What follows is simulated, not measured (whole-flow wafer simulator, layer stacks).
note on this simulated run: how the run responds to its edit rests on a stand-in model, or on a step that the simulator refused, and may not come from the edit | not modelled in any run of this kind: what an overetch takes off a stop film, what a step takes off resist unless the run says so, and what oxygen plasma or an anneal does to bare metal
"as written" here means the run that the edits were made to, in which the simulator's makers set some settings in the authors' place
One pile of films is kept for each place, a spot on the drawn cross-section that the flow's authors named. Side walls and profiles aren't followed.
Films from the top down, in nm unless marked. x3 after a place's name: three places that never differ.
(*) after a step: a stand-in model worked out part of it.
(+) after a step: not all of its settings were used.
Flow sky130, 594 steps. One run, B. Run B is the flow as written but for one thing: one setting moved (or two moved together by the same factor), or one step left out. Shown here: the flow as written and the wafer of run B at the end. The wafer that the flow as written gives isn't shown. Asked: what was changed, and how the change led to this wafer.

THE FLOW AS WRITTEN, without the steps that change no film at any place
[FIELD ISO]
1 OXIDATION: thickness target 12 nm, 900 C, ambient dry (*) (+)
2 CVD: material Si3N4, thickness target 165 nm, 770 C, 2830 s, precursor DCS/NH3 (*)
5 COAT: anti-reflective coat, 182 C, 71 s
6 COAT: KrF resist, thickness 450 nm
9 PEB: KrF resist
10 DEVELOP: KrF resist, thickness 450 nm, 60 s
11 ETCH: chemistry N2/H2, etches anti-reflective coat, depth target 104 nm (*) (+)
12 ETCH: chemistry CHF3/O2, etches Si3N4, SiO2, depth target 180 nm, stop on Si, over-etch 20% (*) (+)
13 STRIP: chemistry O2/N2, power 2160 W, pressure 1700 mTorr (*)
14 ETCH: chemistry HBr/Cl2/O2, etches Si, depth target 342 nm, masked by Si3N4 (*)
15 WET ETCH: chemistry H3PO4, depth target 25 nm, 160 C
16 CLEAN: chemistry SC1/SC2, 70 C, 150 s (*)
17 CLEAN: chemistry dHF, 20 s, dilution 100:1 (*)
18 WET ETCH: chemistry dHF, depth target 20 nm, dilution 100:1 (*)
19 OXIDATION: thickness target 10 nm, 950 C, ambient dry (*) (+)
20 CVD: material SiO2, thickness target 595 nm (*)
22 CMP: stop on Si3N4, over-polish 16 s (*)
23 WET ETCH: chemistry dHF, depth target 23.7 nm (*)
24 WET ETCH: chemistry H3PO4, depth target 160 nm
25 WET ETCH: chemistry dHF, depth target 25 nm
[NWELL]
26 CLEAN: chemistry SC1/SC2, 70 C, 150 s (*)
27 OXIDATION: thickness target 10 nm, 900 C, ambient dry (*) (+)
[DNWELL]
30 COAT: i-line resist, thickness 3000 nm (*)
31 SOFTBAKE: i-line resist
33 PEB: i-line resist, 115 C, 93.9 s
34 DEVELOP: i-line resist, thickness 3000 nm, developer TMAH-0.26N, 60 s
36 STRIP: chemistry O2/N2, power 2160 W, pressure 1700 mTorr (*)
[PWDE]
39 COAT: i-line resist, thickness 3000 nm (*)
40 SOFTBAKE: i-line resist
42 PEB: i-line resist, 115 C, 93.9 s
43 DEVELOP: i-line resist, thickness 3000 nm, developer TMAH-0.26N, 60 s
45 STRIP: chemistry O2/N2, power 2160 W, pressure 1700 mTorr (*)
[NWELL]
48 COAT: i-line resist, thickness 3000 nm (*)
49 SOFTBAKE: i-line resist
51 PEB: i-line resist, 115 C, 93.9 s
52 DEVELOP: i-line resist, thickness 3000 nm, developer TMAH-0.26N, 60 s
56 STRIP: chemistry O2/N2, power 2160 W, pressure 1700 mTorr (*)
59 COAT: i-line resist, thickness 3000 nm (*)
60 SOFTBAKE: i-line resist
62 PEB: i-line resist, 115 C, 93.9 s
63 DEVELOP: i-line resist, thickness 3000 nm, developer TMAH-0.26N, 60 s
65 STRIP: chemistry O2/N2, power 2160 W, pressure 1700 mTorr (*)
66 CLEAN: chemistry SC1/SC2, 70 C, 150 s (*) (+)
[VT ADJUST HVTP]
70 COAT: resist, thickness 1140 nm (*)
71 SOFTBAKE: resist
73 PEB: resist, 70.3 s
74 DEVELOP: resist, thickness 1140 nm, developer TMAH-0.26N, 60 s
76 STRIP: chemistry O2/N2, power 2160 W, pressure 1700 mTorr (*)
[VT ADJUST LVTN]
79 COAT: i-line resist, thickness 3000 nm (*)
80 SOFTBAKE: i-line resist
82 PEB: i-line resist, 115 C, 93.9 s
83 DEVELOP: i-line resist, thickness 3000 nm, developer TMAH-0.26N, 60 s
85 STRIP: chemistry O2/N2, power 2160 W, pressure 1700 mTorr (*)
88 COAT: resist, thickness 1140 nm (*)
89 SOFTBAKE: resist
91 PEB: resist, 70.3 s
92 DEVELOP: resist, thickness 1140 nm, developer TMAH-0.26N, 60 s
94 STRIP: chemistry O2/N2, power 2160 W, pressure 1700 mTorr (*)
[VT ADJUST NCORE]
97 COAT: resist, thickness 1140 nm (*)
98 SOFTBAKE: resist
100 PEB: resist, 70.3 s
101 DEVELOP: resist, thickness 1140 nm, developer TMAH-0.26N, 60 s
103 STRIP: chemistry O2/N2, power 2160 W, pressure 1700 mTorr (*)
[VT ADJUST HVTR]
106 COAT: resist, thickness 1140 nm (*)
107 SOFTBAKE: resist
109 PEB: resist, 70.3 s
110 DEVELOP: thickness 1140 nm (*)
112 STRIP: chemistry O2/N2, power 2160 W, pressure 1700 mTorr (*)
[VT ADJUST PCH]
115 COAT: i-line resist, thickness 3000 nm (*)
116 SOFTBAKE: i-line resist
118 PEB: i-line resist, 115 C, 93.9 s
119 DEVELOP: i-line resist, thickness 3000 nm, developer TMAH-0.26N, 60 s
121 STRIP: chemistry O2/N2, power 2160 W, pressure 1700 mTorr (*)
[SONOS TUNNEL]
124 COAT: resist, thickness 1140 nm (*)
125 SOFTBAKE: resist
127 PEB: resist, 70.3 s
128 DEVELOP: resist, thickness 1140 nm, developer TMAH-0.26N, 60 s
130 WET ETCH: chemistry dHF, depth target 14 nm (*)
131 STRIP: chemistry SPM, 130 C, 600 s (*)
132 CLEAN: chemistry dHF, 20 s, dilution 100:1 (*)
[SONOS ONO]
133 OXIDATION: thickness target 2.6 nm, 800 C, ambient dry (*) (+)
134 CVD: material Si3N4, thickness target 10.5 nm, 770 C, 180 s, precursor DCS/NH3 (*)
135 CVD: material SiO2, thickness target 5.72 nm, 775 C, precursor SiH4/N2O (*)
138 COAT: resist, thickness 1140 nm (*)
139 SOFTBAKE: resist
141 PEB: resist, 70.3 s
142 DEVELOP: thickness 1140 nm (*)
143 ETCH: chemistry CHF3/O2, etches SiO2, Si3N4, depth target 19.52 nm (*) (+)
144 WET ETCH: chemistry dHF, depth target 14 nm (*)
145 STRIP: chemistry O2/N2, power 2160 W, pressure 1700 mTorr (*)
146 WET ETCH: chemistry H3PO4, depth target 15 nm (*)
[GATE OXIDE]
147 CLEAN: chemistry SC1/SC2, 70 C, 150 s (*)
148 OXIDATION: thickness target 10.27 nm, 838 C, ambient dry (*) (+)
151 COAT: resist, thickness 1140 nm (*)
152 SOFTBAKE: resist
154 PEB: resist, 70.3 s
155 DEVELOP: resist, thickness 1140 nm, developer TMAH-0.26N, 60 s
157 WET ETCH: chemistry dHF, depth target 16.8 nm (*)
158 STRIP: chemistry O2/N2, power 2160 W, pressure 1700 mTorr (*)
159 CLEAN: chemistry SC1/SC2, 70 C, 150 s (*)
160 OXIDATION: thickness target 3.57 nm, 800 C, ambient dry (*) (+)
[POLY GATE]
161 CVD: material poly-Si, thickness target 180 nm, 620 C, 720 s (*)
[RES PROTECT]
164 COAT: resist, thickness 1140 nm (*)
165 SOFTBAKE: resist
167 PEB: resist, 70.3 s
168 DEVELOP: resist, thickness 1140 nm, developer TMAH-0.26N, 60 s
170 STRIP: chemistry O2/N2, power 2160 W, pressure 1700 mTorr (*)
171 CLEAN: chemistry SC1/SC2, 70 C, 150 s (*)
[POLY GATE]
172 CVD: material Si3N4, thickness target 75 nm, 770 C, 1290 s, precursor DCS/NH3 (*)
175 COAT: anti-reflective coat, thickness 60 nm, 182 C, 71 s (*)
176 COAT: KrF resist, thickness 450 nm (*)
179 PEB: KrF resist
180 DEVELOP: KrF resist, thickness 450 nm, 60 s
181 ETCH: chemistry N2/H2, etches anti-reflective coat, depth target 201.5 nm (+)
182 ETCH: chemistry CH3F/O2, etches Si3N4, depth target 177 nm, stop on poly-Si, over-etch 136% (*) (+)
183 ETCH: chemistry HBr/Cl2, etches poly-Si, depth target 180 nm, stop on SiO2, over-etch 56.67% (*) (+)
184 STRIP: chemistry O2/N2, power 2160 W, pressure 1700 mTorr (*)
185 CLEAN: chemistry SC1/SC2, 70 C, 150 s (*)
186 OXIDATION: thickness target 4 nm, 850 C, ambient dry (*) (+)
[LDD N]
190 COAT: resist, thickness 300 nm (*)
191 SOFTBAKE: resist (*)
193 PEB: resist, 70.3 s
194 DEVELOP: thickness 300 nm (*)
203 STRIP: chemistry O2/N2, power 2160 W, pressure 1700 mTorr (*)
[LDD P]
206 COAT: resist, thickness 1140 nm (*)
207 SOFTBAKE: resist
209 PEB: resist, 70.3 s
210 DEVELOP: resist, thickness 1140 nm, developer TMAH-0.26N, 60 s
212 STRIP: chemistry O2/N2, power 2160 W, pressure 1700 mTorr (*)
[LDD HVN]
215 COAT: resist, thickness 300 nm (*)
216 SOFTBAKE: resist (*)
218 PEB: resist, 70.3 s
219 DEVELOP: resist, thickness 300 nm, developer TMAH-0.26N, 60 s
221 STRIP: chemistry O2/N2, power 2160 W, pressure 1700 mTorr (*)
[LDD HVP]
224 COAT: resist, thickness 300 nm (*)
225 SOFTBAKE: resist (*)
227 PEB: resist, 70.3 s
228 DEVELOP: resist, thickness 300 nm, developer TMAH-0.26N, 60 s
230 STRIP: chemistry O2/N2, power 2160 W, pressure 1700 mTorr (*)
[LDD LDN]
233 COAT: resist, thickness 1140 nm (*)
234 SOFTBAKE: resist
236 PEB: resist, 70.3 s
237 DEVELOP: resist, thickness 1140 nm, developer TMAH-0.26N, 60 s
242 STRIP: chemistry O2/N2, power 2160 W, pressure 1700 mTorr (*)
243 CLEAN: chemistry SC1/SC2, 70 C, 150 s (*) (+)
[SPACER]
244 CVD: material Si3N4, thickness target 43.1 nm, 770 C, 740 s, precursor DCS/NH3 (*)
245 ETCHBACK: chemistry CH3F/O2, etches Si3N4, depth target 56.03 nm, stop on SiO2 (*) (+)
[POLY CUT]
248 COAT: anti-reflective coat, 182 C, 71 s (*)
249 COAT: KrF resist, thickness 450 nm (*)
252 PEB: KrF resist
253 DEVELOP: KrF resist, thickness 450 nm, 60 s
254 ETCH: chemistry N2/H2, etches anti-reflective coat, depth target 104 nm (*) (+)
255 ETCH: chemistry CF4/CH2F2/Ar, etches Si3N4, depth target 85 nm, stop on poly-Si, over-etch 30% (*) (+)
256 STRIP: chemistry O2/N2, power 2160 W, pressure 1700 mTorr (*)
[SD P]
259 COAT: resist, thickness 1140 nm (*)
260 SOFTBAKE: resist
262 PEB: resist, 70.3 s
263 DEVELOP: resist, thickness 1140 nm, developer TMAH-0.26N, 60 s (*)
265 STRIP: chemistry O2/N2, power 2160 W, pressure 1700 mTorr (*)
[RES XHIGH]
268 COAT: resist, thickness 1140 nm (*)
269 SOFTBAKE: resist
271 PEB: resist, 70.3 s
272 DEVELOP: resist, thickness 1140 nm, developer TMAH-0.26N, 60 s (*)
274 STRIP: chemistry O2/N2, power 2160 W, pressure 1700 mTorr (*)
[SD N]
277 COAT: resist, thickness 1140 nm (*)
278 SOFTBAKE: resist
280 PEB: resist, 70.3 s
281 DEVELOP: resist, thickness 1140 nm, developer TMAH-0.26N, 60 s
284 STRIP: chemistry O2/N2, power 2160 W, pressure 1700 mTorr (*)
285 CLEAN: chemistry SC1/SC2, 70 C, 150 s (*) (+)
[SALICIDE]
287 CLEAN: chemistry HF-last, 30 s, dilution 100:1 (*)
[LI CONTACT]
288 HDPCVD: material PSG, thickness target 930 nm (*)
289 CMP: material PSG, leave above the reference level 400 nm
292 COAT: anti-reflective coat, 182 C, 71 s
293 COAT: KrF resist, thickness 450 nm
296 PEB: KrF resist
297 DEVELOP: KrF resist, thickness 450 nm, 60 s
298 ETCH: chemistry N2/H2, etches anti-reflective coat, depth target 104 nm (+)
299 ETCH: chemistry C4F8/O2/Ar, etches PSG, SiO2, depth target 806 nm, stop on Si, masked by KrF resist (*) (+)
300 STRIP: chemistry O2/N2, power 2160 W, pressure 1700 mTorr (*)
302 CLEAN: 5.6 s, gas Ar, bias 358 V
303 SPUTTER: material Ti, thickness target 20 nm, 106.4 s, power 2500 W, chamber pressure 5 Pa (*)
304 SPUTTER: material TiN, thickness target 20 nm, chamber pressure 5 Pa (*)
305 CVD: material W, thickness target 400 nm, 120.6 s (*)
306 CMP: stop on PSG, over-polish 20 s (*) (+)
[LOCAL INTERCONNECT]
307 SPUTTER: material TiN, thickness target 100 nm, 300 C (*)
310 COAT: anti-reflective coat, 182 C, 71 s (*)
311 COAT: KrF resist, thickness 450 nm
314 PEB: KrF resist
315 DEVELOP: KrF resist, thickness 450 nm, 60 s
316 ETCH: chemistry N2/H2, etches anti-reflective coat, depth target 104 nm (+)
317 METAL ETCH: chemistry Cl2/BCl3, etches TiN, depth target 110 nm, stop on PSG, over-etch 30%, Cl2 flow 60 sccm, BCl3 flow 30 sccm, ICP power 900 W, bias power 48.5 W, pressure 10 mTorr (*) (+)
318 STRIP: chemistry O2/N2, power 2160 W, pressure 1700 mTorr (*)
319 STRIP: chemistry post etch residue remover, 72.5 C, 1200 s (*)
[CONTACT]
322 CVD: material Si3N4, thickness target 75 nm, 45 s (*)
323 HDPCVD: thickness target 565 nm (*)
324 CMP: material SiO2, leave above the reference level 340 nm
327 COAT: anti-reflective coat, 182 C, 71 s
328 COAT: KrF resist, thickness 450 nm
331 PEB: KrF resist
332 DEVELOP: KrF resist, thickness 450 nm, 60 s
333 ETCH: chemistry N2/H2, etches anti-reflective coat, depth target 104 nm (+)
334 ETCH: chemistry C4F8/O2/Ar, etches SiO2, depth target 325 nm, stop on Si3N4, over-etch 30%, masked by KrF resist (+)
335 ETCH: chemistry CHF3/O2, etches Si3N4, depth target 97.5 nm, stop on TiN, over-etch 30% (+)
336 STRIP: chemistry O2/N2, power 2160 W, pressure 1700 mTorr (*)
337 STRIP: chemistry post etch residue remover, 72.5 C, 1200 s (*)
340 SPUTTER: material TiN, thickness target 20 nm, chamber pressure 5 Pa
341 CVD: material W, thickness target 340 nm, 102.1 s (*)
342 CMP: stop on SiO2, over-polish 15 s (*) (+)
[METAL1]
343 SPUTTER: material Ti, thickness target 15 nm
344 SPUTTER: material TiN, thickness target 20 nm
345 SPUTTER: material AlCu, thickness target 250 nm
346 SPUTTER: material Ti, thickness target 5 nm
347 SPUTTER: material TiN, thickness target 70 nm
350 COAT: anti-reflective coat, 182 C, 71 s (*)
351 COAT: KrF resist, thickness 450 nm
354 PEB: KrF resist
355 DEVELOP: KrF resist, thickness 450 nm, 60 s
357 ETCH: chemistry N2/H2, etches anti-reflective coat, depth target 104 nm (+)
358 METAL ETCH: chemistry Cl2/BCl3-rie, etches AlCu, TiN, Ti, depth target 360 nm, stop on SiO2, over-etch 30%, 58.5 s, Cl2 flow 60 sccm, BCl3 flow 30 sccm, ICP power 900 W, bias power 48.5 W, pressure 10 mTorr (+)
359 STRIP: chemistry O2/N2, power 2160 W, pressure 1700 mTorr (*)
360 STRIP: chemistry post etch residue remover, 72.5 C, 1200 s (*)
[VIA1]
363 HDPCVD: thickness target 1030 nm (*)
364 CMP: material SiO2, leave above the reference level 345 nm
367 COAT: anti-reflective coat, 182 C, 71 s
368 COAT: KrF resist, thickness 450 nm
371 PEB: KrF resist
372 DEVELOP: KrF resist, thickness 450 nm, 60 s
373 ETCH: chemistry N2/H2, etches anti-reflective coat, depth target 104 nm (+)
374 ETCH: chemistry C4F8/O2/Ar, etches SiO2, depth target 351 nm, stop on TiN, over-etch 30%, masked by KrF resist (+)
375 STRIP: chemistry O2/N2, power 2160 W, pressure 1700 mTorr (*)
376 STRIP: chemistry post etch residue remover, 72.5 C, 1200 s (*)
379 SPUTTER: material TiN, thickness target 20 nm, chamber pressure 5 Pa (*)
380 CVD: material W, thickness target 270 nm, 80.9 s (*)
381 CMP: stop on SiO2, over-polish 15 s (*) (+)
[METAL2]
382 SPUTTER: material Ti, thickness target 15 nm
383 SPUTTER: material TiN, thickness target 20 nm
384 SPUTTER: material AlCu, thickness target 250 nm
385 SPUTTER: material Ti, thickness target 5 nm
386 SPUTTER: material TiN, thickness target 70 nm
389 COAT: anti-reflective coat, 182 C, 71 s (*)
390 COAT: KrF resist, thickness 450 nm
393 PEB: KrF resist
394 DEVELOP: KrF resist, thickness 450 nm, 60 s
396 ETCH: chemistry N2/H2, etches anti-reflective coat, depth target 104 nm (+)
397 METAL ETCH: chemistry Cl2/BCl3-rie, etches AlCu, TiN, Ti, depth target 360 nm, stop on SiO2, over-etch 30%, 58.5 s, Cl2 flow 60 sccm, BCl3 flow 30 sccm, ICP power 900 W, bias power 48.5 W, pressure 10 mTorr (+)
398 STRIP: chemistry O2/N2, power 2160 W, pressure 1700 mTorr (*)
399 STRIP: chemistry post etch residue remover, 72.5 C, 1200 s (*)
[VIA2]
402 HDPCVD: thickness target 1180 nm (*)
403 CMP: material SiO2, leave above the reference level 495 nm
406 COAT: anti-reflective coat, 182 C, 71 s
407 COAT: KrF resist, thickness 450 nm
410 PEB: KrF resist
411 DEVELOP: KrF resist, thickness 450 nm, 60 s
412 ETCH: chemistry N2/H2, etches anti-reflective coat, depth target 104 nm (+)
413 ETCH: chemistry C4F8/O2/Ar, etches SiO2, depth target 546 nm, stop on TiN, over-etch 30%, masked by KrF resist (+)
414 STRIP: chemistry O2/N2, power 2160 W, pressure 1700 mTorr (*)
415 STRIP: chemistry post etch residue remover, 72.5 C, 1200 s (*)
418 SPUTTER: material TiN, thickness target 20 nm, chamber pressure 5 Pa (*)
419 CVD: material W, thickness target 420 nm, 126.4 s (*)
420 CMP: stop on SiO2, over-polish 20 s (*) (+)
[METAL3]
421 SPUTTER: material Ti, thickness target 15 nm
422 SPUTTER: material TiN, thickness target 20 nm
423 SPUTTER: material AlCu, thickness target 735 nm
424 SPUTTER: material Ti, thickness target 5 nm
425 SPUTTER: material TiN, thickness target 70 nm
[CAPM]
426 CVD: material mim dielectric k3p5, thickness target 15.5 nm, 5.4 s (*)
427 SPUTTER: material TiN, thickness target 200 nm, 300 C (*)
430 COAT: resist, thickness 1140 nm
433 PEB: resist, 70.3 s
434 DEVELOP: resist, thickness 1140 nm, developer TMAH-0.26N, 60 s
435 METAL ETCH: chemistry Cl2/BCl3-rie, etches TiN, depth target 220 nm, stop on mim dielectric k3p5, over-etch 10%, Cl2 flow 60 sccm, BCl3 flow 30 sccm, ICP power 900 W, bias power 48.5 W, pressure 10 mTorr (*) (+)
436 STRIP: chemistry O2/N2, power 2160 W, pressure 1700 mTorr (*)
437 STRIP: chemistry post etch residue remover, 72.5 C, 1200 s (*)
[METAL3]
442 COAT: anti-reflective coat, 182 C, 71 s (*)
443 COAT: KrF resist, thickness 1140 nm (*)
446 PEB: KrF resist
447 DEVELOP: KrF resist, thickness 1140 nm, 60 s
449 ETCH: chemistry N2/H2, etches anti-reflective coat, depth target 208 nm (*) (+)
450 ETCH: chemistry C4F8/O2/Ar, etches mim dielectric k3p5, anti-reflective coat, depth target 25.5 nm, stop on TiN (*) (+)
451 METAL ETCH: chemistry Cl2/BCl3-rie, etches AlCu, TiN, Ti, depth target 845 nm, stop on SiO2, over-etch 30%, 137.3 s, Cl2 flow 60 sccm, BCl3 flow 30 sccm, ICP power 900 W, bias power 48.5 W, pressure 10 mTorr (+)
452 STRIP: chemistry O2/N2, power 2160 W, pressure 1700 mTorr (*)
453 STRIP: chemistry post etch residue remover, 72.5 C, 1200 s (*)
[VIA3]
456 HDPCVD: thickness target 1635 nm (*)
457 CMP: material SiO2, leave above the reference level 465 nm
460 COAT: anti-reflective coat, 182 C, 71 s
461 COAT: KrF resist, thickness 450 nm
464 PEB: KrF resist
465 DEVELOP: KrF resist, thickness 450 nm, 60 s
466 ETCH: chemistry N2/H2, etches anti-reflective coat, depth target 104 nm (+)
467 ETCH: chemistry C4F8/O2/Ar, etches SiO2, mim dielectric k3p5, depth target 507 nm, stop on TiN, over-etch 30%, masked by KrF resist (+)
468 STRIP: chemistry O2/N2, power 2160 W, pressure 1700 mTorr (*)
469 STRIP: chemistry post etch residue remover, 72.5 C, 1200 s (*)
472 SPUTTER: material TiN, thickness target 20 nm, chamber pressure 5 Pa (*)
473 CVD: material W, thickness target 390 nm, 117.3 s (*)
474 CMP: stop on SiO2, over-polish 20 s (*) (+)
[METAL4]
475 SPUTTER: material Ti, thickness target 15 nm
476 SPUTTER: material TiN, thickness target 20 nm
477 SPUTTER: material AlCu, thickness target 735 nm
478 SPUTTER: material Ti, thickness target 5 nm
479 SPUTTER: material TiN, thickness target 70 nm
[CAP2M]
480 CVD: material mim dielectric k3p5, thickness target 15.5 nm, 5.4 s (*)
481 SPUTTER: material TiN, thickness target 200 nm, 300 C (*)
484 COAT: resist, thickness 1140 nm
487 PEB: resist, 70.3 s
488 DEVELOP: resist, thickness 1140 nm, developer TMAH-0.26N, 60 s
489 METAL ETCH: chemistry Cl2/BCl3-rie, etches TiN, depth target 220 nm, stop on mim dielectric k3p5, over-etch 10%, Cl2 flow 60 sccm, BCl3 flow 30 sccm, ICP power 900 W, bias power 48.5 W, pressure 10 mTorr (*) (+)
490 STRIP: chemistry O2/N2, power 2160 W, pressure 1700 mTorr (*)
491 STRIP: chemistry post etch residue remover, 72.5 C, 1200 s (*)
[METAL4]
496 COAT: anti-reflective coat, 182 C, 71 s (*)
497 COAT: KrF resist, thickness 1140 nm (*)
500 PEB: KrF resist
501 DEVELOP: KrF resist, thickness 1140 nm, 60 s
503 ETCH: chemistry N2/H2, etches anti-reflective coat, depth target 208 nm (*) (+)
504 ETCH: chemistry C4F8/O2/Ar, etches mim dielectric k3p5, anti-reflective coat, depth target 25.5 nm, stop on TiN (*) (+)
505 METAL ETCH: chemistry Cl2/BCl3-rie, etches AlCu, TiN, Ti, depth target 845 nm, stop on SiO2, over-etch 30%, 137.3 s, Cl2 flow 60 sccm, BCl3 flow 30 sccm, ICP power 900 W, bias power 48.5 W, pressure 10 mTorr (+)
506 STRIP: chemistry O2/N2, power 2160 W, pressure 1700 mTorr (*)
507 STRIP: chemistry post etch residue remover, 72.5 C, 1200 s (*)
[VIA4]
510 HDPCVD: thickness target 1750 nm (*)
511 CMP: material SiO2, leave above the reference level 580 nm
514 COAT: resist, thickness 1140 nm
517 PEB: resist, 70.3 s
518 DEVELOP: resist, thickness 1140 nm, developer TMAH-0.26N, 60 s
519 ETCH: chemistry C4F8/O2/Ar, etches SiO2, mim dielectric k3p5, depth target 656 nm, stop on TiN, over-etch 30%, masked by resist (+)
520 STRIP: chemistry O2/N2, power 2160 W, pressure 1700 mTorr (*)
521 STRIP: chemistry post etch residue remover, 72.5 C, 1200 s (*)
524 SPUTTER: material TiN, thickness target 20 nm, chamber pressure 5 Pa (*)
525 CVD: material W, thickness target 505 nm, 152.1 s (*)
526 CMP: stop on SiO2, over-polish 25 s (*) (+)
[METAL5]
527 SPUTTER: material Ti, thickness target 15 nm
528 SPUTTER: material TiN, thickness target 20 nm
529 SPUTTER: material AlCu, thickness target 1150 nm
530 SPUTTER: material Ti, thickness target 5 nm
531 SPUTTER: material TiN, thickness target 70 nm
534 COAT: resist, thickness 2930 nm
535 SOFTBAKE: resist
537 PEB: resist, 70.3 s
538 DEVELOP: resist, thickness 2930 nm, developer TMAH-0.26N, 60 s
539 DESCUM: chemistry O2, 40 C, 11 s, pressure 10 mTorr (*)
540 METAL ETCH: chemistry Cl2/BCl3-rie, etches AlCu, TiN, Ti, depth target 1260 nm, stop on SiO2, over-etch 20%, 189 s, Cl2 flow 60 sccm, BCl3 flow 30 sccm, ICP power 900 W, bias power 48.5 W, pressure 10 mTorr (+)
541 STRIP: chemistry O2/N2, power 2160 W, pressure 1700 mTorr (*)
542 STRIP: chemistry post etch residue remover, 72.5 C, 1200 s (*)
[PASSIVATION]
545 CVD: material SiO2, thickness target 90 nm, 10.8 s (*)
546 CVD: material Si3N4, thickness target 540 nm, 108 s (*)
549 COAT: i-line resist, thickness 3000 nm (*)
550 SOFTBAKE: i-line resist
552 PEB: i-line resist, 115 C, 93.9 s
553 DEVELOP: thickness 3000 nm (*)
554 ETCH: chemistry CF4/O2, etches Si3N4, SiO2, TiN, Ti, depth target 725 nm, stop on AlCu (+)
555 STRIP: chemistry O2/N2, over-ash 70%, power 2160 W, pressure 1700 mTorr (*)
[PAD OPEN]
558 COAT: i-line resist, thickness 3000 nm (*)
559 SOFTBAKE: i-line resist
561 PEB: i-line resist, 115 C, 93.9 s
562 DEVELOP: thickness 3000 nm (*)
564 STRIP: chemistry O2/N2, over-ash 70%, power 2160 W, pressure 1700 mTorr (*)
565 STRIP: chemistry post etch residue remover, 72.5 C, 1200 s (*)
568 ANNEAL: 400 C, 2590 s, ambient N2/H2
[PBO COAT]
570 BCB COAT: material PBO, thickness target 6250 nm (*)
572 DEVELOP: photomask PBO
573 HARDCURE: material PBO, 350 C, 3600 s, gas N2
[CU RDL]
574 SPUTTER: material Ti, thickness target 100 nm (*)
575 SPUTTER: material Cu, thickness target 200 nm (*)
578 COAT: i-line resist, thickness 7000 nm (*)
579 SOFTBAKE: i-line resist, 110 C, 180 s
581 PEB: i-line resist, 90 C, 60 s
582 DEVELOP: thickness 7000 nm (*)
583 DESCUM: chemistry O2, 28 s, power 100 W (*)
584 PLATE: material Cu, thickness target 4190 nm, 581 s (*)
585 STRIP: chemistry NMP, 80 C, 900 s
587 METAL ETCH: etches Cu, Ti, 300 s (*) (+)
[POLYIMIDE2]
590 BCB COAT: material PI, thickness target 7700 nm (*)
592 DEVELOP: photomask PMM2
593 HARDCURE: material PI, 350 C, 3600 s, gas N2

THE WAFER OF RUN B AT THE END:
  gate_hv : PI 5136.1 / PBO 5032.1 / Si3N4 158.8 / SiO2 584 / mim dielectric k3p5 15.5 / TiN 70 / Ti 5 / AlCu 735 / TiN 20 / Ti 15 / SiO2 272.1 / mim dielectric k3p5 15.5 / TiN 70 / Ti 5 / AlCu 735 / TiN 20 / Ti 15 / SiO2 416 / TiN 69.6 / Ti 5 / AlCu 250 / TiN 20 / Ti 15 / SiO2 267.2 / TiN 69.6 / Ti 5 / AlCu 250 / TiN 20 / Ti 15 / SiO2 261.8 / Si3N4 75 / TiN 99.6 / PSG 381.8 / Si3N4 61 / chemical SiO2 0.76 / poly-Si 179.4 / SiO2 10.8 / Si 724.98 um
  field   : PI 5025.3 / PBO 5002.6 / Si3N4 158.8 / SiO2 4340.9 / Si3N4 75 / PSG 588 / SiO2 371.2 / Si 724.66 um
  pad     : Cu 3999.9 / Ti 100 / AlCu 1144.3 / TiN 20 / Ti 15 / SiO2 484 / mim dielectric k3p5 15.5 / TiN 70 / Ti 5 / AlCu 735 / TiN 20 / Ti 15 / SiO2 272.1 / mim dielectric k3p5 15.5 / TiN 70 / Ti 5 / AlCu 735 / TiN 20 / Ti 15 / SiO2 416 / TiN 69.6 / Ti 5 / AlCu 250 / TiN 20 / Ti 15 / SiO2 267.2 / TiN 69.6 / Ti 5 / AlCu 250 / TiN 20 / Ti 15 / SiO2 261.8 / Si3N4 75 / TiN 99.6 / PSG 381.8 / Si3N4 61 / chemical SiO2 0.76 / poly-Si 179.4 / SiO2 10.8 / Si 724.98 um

The cause: step 457, CMP: leave above the reference level 367 nm was run, where the flow has leave above the reference level 465 nm.

How the change led to this, step by step:
  457 CMP: material SiO2, leave above the reference level 465 nm
      n_well, p_well, gate_hv and 99 more: SiO2 -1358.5 (as written it would be: SiO2 -1260.5)
      field, active, gate and 82 more: SiO2 -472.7 (as written it would be: SiO2 -374.7)
      (and at 5 more places)
  467 ETCH: chemistry C4F8/O2/Ar, etches SiO2, mim dielectric k3p5, depth target 507 nm, stop on TiN, over-etch 30%, masked by KrF resist (+)
      field, active, n_well and 187 more: KrF resist -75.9 (as written it would be: KrF resist -101.4)
      m1: SiO2 -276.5 (all of it), mim dielectric k3p5 -15.5 (all of it) (as written it would be: SiO2 -374.5 (all of it), mim dielectric k3p5 -15.5 (all of it))
      (and at 1 more place)
  468 STRIP: chemistry O2/N2, power 2160 W, pressure 1700 mTorr (*)
      field, active, n_well and 187 more: KrF resist -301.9 (all of it), anti-reflective coat -80 (all of it) (as written it would be: KrF resist -276.4 (all of it), anti-reflective coat -80 (all of it))
  472 SPUTTER: material TiN, thickness target 20 nm, chamber pressure 5 Pa (*)
      m1, via3_hole: TiN +12 (as written it would be: TiN +10.6)
  473 CVD: material W, thickness target 390 nm, 117.3 s (*)
      m1: W +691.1 (new film) (as written it would be: W +790.5 (new film))
      via3_hole: W +690.5 (new film) (as written it would be: W +789.9 (new film))
